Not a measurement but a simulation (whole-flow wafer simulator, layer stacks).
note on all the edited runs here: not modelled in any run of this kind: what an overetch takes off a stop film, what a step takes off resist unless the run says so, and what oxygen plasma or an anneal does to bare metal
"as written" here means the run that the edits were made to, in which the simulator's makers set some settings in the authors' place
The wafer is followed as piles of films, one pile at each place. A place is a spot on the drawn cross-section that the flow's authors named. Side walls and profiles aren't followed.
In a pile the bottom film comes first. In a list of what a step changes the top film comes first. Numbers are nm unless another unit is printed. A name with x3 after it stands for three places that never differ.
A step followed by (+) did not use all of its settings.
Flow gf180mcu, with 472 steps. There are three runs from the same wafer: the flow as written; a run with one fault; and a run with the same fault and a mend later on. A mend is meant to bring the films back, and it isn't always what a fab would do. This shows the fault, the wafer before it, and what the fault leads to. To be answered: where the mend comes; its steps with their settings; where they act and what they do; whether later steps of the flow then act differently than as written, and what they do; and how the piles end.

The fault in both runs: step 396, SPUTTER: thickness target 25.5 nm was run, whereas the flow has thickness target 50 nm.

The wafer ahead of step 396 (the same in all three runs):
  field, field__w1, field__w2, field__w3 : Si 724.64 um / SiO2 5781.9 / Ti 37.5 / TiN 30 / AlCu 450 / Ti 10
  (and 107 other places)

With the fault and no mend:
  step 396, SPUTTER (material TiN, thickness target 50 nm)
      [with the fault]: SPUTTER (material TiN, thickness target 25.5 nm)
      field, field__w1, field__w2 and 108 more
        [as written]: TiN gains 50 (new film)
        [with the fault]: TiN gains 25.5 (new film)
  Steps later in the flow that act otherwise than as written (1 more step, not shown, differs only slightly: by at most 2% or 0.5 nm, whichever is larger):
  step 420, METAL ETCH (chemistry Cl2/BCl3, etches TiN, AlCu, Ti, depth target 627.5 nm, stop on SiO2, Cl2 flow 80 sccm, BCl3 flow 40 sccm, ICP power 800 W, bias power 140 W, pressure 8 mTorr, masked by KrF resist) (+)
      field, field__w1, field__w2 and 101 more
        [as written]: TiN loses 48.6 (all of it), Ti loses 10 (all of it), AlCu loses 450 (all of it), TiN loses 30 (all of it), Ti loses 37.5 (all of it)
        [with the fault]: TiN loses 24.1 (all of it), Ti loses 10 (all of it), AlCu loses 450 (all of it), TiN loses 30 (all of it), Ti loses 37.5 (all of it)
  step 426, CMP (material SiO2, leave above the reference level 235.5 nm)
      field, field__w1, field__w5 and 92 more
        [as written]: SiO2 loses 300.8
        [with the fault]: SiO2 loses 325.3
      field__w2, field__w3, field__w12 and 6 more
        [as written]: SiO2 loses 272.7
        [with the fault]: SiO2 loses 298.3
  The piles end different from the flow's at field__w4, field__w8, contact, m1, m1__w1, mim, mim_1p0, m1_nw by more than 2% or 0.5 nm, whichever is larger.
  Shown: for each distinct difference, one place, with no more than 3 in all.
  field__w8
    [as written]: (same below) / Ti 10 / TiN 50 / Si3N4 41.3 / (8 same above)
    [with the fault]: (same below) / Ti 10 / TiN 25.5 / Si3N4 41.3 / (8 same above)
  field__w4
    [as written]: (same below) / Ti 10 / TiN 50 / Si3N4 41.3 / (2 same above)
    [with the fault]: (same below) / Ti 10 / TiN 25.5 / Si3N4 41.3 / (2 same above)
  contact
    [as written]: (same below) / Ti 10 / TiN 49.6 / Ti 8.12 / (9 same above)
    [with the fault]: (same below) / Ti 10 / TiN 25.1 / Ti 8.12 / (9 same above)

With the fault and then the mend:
  The mend follows step 396.
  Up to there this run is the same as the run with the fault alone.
  step 396a, SPUTTER (material TiN, thickness target 24.5 nm) (the flow's step 396 again, with other settings)
      field, field__w1, field__w2 and 108 more
        TiN gains 24.5
  Every later step of the flow that is run acts as written at every place that is followed.
  The piles end the same as the flow's at every place that both follow.
